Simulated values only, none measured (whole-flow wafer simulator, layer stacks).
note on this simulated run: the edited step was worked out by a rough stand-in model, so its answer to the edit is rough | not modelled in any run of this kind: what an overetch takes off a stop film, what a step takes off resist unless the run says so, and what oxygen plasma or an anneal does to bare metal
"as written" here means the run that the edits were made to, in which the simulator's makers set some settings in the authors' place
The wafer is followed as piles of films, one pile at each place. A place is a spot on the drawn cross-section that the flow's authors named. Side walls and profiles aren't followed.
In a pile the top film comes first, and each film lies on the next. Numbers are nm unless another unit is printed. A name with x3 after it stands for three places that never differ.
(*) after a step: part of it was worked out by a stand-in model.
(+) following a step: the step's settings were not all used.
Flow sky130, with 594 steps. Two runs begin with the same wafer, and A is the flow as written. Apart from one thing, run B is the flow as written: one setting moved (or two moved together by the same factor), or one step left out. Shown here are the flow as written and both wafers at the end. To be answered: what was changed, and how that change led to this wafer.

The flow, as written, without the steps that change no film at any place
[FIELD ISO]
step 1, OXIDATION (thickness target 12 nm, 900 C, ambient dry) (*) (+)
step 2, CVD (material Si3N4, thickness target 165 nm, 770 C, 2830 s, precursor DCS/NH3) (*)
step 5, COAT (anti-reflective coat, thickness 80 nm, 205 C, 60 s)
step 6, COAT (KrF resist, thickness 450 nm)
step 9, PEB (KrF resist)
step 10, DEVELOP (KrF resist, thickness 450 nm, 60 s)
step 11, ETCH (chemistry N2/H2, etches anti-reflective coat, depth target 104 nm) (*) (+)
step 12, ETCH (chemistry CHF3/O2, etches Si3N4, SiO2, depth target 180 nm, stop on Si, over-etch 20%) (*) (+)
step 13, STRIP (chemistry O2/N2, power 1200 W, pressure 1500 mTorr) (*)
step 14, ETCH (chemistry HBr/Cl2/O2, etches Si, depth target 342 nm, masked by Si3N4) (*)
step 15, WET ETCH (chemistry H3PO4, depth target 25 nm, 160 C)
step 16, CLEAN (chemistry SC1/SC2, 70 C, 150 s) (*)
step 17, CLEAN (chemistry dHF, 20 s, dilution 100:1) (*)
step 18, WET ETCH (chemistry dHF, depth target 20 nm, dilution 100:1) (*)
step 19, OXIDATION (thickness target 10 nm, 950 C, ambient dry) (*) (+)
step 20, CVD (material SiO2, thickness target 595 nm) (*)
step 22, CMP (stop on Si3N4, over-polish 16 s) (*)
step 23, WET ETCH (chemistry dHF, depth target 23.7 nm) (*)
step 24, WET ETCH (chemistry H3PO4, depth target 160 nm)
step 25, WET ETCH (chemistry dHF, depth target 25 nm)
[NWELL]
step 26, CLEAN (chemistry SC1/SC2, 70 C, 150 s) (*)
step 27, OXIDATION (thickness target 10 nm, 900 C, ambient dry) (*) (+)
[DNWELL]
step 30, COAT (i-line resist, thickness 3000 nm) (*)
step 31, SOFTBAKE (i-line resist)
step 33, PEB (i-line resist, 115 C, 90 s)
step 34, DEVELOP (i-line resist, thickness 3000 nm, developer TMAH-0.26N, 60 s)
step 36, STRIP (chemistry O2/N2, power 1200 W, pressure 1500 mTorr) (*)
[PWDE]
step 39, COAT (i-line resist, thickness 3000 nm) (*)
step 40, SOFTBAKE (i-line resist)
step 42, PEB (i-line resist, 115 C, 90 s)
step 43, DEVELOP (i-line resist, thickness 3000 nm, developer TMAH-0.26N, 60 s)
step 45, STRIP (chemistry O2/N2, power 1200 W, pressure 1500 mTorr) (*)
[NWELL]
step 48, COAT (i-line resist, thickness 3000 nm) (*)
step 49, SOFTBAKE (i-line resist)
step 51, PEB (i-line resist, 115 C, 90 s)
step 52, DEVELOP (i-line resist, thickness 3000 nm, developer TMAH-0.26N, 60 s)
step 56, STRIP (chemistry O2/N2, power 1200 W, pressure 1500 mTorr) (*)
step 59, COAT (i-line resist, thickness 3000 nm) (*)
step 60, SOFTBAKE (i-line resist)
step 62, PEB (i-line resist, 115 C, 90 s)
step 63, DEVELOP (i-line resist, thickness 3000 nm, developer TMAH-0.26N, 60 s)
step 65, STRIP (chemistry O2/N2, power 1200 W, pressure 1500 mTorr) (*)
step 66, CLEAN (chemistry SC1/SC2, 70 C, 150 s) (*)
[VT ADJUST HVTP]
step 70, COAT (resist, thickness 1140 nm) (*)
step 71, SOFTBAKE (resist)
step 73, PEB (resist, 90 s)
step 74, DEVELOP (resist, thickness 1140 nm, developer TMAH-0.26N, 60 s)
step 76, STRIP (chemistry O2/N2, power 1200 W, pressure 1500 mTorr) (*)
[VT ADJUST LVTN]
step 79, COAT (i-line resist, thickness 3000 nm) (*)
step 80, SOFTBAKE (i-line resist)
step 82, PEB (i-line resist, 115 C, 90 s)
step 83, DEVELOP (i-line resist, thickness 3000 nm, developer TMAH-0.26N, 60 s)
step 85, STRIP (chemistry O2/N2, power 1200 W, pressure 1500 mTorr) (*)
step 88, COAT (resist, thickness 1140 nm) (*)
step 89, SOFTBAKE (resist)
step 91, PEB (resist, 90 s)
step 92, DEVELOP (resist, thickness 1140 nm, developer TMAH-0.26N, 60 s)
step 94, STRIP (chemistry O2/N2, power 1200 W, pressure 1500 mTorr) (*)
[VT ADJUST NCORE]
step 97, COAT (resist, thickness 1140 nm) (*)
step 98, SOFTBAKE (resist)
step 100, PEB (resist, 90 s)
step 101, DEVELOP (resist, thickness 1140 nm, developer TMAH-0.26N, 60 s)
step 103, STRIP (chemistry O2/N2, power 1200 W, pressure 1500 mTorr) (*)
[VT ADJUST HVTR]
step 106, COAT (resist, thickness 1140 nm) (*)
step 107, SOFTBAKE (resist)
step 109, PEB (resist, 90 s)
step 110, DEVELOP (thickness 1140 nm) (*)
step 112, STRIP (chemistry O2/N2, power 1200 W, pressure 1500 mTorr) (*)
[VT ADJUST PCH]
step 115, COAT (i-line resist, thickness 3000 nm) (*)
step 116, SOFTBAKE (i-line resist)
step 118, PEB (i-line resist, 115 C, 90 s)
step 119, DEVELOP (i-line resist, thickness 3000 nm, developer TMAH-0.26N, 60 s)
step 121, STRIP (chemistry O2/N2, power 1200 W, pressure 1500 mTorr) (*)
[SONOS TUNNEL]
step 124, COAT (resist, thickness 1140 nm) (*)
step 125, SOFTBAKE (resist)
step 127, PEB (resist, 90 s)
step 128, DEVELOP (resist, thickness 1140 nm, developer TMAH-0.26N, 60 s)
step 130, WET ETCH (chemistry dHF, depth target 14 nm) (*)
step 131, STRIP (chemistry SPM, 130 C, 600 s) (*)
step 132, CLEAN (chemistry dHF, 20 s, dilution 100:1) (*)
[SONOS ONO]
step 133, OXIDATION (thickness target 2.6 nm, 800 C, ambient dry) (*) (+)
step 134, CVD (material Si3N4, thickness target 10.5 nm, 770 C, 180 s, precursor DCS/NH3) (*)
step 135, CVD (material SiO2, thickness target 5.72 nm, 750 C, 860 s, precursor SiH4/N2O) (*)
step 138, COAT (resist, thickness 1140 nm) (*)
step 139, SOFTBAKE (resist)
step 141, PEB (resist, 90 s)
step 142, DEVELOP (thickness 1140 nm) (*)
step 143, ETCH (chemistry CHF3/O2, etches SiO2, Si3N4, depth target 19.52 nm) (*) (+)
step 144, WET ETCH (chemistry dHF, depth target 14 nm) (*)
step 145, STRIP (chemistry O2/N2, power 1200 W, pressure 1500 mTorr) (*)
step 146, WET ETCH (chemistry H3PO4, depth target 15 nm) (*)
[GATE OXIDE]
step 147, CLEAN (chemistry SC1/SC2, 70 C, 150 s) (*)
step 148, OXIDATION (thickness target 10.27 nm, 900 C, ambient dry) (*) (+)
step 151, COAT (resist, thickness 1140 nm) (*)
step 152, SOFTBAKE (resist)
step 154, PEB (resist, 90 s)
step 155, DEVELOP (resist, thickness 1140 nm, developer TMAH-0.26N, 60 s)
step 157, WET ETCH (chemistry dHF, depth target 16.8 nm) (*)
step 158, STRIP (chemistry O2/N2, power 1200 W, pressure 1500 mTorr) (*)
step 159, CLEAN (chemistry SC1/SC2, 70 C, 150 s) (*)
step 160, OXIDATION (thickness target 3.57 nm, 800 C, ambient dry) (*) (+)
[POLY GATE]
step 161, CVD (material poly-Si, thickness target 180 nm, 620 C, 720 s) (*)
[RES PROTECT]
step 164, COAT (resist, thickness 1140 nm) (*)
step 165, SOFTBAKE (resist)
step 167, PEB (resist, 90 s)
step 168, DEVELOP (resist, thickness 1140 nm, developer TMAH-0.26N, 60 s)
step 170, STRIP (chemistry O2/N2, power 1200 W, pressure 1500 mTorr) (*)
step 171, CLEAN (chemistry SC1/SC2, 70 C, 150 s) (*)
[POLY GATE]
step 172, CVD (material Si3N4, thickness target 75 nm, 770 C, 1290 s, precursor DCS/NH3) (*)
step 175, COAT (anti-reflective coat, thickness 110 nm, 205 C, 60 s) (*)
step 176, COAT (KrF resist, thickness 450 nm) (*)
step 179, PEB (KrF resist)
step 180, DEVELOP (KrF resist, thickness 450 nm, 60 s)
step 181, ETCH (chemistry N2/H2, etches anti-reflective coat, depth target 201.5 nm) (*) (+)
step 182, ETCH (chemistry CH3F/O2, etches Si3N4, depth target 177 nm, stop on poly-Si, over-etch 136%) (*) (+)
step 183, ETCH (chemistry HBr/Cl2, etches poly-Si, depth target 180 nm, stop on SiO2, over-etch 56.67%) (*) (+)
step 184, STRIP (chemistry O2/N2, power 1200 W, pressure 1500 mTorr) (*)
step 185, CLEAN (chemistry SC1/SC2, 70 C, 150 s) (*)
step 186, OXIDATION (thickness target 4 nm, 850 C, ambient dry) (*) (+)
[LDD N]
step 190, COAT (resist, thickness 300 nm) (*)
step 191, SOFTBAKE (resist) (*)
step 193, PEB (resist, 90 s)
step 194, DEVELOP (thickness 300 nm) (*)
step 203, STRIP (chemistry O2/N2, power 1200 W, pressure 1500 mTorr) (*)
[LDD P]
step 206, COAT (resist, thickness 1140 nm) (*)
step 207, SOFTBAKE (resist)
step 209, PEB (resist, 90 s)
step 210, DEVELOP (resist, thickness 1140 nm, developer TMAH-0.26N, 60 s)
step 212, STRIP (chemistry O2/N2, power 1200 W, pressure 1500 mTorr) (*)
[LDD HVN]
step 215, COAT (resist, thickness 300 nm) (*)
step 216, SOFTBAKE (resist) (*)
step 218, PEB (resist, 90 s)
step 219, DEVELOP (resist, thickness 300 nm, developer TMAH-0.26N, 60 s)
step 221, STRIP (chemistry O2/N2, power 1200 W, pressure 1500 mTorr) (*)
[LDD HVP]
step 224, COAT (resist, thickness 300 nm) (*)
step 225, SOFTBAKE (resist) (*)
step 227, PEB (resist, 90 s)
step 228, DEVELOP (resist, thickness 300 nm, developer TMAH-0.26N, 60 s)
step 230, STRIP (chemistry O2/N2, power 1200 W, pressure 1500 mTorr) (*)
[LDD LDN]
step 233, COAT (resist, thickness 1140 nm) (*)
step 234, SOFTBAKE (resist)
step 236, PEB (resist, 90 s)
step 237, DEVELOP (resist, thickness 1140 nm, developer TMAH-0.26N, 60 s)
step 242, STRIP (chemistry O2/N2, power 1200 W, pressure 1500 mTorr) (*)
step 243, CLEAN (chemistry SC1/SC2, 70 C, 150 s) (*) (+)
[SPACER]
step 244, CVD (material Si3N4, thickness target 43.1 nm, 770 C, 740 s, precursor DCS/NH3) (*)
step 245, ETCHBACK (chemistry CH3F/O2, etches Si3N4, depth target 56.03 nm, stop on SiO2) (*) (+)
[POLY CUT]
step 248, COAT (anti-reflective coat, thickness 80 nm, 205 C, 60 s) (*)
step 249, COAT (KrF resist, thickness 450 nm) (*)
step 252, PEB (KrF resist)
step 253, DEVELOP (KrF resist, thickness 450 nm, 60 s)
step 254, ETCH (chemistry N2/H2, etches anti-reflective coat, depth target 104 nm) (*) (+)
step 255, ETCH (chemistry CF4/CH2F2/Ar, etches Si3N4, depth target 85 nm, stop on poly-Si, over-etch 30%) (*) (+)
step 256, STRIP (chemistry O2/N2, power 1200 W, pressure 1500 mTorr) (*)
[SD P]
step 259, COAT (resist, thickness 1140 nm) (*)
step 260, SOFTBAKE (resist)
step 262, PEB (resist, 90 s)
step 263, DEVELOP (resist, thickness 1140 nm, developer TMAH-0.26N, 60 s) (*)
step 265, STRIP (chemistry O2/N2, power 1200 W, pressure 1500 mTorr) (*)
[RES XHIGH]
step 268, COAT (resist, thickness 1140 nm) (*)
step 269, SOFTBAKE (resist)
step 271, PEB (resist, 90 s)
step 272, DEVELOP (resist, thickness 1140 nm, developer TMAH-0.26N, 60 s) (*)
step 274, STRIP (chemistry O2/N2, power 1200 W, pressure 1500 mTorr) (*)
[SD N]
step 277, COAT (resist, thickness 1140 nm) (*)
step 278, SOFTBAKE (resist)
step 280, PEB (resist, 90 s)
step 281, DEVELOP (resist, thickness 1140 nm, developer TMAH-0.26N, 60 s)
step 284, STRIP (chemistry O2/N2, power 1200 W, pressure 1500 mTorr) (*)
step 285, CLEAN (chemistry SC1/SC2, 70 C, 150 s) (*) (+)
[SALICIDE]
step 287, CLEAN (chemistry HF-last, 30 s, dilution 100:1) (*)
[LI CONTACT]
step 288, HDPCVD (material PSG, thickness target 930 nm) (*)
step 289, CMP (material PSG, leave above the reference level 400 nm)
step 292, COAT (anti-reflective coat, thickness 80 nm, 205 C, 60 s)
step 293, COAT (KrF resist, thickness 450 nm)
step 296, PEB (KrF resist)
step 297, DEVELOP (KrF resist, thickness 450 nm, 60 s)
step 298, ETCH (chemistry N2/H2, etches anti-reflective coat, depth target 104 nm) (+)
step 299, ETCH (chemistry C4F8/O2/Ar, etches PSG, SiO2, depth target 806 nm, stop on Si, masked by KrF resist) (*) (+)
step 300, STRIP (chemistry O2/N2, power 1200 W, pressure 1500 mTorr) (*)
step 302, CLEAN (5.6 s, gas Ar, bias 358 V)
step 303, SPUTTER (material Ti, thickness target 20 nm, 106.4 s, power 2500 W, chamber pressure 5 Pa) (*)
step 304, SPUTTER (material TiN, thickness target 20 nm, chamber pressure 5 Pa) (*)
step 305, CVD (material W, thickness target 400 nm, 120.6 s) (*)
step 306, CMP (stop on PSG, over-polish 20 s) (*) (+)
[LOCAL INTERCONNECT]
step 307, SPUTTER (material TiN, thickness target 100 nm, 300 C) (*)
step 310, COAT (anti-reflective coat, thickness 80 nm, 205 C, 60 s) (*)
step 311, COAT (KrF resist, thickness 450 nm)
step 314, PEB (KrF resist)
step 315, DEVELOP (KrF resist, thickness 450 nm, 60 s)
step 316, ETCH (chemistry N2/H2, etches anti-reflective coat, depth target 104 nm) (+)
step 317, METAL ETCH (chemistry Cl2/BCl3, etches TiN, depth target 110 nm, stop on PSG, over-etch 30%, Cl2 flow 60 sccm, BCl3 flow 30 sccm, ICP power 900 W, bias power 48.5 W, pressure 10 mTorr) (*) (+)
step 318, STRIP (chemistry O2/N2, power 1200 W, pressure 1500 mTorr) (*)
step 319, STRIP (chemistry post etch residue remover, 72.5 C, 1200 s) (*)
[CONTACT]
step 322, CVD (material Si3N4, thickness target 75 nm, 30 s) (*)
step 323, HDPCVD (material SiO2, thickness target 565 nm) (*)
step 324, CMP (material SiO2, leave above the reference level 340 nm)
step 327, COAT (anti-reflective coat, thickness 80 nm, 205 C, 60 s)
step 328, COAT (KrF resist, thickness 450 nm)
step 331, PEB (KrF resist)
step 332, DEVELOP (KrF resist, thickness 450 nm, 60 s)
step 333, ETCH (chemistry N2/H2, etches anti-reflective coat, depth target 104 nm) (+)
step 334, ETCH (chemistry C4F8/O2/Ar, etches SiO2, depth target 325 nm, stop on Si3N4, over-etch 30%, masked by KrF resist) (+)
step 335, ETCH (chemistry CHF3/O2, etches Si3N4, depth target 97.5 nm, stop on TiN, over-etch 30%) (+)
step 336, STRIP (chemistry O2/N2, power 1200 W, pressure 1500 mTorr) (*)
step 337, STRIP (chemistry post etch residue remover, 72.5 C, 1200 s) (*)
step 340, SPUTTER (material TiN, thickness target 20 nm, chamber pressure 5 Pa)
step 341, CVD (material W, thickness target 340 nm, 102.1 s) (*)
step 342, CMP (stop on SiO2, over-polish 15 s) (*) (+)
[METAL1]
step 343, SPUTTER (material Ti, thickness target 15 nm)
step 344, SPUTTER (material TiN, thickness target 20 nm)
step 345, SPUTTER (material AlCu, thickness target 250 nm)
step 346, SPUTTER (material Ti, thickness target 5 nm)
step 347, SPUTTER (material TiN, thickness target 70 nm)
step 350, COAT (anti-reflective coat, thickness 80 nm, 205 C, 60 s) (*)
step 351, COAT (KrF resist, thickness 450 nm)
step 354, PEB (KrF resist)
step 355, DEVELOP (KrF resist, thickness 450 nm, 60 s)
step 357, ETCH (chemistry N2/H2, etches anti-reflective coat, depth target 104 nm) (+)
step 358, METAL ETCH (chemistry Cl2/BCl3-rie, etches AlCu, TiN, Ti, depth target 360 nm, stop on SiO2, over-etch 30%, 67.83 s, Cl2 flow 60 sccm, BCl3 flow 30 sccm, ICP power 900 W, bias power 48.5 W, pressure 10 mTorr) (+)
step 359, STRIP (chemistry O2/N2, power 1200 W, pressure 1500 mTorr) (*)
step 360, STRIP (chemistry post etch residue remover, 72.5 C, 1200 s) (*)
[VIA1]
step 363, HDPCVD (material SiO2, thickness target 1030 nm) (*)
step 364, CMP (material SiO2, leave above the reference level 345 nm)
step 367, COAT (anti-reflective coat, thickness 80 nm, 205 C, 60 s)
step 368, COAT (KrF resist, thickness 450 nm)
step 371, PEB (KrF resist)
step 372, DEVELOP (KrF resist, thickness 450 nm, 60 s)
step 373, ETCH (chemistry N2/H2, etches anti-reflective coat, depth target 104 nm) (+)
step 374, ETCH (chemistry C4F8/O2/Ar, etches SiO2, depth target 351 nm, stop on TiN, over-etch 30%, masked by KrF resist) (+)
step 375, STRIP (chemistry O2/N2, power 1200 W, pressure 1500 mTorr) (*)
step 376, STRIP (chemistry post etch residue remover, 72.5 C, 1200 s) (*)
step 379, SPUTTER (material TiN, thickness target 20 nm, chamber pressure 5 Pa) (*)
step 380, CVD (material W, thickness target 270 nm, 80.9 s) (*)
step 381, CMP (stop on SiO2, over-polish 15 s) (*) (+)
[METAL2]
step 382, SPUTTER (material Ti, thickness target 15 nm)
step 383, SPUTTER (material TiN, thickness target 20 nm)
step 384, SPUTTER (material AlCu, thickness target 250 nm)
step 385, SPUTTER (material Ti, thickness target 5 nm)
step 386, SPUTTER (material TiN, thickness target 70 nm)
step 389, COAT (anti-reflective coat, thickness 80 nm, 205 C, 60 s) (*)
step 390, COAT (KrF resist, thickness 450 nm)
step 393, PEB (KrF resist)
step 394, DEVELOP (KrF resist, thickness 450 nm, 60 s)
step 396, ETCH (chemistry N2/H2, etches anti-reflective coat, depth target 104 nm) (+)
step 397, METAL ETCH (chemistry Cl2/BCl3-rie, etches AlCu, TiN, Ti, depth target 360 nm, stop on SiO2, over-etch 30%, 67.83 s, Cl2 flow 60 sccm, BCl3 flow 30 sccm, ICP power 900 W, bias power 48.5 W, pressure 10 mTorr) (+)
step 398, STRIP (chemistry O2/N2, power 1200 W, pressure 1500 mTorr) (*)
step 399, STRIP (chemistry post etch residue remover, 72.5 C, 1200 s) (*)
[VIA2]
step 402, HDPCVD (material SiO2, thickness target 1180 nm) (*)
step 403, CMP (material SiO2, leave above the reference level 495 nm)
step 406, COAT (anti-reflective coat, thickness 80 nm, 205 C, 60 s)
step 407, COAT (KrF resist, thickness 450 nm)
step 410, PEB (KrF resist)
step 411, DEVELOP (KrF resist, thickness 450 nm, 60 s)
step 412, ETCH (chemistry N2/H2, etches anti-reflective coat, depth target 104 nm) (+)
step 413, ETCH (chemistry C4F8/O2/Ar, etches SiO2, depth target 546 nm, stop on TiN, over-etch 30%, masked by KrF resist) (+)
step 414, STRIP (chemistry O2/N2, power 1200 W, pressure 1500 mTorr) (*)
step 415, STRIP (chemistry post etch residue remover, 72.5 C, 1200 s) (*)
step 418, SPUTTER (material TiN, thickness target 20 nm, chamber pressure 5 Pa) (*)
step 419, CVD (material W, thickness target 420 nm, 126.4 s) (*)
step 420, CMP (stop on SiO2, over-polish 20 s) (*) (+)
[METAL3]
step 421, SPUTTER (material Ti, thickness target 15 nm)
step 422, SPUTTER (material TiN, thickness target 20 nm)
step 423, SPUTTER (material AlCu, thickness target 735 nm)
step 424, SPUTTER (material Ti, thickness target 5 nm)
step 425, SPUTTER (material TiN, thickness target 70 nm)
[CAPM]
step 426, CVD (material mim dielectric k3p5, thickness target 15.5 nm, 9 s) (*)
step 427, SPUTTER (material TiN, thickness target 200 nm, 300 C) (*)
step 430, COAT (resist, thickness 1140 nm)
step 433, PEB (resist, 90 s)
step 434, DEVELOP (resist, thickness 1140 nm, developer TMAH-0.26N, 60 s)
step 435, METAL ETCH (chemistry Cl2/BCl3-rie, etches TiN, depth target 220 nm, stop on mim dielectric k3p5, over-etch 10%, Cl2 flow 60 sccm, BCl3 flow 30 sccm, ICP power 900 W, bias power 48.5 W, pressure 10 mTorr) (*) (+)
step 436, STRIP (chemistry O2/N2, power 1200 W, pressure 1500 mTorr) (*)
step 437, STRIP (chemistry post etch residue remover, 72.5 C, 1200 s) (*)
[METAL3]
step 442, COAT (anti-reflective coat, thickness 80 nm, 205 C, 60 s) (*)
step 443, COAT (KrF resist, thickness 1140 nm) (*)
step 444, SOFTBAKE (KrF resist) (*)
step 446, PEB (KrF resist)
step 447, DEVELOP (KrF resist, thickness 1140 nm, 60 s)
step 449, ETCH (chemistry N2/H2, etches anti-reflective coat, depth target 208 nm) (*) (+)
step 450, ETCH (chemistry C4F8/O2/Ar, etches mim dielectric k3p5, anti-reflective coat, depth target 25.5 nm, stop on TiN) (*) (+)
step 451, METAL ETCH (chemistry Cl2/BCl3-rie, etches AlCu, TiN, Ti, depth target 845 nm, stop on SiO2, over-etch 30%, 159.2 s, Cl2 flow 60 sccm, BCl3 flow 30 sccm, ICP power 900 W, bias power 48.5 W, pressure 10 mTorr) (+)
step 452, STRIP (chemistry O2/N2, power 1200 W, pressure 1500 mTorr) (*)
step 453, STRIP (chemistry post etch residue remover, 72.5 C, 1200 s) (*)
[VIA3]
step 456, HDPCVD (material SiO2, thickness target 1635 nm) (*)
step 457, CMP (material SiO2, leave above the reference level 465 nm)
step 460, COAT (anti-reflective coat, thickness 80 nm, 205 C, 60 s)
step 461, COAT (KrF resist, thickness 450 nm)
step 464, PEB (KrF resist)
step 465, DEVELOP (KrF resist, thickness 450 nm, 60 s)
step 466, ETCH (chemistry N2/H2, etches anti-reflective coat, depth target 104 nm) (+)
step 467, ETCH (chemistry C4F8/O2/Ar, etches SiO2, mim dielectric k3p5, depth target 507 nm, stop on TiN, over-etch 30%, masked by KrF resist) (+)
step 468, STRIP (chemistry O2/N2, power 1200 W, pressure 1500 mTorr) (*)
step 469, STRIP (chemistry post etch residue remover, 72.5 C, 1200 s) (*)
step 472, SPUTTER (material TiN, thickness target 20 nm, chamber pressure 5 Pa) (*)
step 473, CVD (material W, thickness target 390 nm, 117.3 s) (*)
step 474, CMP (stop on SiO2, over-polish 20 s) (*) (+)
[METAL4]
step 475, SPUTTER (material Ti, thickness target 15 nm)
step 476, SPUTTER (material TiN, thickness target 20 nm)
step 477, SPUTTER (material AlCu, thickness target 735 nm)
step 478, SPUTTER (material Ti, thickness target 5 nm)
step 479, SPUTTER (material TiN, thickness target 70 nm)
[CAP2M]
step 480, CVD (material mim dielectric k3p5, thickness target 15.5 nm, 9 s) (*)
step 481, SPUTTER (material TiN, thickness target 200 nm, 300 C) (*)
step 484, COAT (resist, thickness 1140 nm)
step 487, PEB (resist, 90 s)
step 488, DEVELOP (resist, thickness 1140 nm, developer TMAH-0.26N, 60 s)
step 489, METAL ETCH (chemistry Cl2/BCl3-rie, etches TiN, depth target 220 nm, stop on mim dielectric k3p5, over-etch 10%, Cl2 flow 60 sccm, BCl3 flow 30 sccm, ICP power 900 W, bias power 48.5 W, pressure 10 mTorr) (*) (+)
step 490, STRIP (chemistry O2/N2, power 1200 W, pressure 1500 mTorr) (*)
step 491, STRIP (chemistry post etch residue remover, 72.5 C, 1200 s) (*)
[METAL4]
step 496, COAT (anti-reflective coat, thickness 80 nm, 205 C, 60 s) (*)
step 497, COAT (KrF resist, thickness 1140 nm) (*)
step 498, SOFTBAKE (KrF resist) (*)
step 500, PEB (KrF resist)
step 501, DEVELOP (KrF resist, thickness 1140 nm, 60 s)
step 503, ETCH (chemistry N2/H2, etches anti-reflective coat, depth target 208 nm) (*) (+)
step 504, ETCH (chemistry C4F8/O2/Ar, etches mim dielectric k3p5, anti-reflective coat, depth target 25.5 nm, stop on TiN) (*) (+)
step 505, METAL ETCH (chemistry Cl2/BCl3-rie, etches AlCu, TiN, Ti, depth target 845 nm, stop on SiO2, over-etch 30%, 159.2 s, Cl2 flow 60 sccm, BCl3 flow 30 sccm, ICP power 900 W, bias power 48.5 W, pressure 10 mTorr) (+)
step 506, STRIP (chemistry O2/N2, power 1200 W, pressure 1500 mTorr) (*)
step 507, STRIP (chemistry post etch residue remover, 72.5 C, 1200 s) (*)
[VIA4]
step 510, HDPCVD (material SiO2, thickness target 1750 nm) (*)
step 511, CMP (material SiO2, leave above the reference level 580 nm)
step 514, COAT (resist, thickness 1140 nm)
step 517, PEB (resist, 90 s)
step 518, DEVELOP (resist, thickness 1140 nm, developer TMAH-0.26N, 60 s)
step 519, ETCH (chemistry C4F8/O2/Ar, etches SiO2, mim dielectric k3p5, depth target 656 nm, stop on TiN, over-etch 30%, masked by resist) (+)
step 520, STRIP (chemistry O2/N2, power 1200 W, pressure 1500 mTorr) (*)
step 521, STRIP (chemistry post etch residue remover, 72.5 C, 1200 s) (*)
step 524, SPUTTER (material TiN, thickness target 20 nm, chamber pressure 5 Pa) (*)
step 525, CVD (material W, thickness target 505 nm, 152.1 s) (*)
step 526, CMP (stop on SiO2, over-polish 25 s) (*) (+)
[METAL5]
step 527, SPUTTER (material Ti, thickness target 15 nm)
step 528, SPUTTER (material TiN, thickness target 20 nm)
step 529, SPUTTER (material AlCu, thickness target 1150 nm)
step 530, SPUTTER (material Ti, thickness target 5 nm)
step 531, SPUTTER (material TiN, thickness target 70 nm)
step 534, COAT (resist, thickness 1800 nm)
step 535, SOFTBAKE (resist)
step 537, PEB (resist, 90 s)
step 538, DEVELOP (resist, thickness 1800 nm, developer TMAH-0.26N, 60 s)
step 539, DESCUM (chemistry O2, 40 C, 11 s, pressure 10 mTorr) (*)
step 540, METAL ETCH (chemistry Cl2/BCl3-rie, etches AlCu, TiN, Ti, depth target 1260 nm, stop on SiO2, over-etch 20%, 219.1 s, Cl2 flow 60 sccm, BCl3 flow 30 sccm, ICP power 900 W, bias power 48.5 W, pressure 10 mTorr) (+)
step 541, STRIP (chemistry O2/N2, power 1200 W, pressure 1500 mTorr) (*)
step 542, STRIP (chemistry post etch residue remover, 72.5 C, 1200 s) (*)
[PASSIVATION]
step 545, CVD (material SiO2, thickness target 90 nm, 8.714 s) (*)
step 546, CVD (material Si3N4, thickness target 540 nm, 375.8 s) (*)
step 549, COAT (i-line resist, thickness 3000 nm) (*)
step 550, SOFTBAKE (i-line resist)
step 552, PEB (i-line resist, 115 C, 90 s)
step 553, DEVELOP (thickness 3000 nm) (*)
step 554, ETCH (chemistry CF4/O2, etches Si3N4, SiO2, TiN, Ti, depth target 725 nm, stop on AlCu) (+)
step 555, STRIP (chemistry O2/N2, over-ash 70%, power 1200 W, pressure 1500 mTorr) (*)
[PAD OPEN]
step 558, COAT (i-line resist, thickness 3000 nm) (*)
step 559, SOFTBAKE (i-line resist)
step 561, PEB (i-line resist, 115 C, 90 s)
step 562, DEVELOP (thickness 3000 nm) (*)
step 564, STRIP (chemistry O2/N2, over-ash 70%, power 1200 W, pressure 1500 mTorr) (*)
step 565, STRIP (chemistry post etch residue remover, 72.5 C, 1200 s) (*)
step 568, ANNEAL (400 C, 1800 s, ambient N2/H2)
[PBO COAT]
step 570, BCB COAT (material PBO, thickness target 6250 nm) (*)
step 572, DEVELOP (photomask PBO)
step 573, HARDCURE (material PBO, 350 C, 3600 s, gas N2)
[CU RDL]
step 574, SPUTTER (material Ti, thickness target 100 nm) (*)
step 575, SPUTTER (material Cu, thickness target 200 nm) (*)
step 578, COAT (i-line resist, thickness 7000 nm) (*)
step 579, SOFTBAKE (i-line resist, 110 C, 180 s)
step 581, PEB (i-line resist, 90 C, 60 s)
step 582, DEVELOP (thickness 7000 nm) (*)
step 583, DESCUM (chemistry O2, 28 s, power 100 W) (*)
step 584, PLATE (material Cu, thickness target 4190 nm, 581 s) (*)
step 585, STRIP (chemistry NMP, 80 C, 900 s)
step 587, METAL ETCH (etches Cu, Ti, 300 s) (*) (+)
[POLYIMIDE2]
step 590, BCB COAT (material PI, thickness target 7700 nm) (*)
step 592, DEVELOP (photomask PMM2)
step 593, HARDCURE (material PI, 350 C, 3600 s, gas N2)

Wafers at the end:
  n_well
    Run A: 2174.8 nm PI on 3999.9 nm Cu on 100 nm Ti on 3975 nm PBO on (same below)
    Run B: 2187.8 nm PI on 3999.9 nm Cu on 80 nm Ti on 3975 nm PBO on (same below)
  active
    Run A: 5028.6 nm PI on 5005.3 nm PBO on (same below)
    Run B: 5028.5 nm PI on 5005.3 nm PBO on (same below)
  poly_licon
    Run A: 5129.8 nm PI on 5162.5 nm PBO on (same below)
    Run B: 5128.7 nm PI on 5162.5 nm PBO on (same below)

The reason: step 574, SPUTTER: thickness target 80 nm was run, while the flow as written has thickness target 100 nm.
The wafer itself shows it: n_well has Ti 80, and step 574 as written asks for 100 nm.

Step by step, how the change led to this:
  step 574, SPUTTER (material Ti, thickness target 100 nm) (*)
      field, active, n_well and 190 more: A +100 Ti (new film) | B +80 Ti (new film)
  step 587, METAL ETCH (etches Cu, Ti, 300 s) (*) (+)
      field, active, gate and 167 more: A -200 Cu (all of it), -100 Ti (all of it) | B -200 Cu (all of it), -80 Ti (all of it)
  step 590, BCB COAT (material PI, thickness target 7700 nm) (*)
      de16_gate_nw: A +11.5 um PI (new film) | B +11.49 um PI (new film)
